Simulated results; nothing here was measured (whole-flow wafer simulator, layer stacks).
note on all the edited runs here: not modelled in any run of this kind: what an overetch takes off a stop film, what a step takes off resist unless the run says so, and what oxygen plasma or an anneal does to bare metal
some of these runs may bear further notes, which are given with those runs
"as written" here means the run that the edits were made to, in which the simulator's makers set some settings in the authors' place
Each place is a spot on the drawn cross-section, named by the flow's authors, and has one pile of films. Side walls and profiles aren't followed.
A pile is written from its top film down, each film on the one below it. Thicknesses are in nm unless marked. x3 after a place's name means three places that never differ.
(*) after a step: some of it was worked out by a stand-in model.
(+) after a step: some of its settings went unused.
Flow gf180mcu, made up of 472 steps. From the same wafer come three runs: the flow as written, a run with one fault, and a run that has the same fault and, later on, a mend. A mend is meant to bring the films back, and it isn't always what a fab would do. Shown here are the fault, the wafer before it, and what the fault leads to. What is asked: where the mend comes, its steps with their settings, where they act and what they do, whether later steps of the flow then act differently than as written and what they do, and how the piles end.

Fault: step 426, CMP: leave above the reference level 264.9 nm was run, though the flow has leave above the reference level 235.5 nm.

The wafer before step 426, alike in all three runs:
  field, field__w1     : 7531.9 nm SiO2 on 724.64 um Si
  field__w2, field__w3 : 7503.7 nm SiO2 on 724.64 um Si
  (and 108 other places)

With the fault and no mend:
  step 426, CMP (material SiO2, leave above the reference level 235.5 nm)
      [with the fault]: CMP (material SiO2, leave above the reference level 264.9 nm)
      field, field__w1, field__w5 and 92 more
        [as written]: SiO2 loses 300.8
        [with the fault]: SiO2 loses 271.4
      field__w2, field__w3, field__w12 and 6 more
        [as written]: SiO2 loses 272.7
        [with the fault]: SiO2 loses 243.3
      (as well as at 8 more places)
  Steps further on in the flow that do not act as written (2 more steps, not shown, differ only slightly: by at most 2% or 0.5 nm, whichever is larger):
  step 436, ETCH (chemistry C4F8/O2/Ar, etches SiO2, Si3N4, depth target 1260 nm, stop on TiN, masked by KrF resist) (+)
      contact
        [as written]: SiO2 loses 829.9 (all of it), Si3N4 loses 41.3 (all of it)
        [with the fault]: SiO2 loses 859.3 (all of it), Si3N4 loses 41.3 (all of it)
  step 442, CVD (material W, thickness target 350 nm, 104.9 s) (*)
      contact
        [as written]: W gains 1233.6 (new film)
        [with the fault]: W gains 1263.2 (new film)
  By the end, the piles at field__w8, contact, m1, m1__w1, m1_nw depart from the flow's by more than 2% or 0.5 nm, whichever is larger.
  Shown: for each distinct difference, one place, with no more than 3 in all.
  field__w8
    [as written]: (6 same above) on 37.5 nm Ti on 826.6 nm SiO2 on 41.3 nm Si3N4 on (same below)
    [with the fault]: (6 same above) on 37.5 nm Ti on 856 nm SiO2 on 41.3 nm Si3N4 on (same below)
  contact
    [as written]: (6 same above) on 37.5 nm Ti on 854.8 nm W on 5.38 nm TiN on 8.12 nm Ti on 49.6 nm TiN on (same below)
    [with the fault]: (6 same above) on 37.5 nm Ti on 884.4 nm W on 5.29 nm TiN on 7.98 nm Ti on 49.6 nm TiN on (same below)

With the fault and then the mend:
  The mend follows step 434.
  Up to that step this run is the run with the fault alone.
  step 434a, STRIP (chemistry O2/N2, power 2160 W, pressure 1700 mTorr) (*)
      field, field__w1, field__w2 and 108 more
        KrF resist loses 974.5 (all of it), anti-reflective coat loses 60 (all of it)
      contact
        anti-reflective coat loses 60 (all of it)
  step 434b, CMP (material SiO2, leave above the reference level 235.5 nm) (the flow's step 426, run once more)
      field, field__w1, field__w2 and 109 more
        SiO2 loses 29.4
  step 434c, HMDS (120 C, 60 s) (the flow's step 428, run once more)
      leaves every film unchanged at each place that is followed
  step 434d, COAT (anti-reflective coat, thickness 60 nm, 182 C, 71 s) (the flow's step 429, run once more)
      field, field__w1, field__w2 and 109 more
        anti-reflective coat gains 60 (new film)
  step 434e, COAT (KrF resist, thickness 1000 nm) (the flow's step 430, run once more)
      field, field__w1, field__w2 and 109 more
        KrF resist gains 1000 (new film)
  step 434f, SOFTBAKE (KrF resist) (the flow's step 431, run once more)
      leaves every film unchanged at each place that is followed
  step 434g, EXPOSE (photomask Via5) (the flow's step 432, run once more)
      leaves every film unchanged at each place that is followed
  step 434h, PEB (KrF resist, 135 C, 90 s) (the flow's step 433, run once more)
      field, field__w1, field__w2 and 109 more
        KrF resist loses 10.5
  step 434i, DEVELOP (KrF resist, thickness 1000 nm, 60 s) (the flow's step 434, run once more)
      field, field__w1, field__w2 and 108 more
        KrF resist loses 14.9
      contact
        KrF resist loses 989.5 (all of it)
  Later steps of the flow that are run all act as written at every place that is followed.
  The piles end the same as the flow's at every place that both follow.
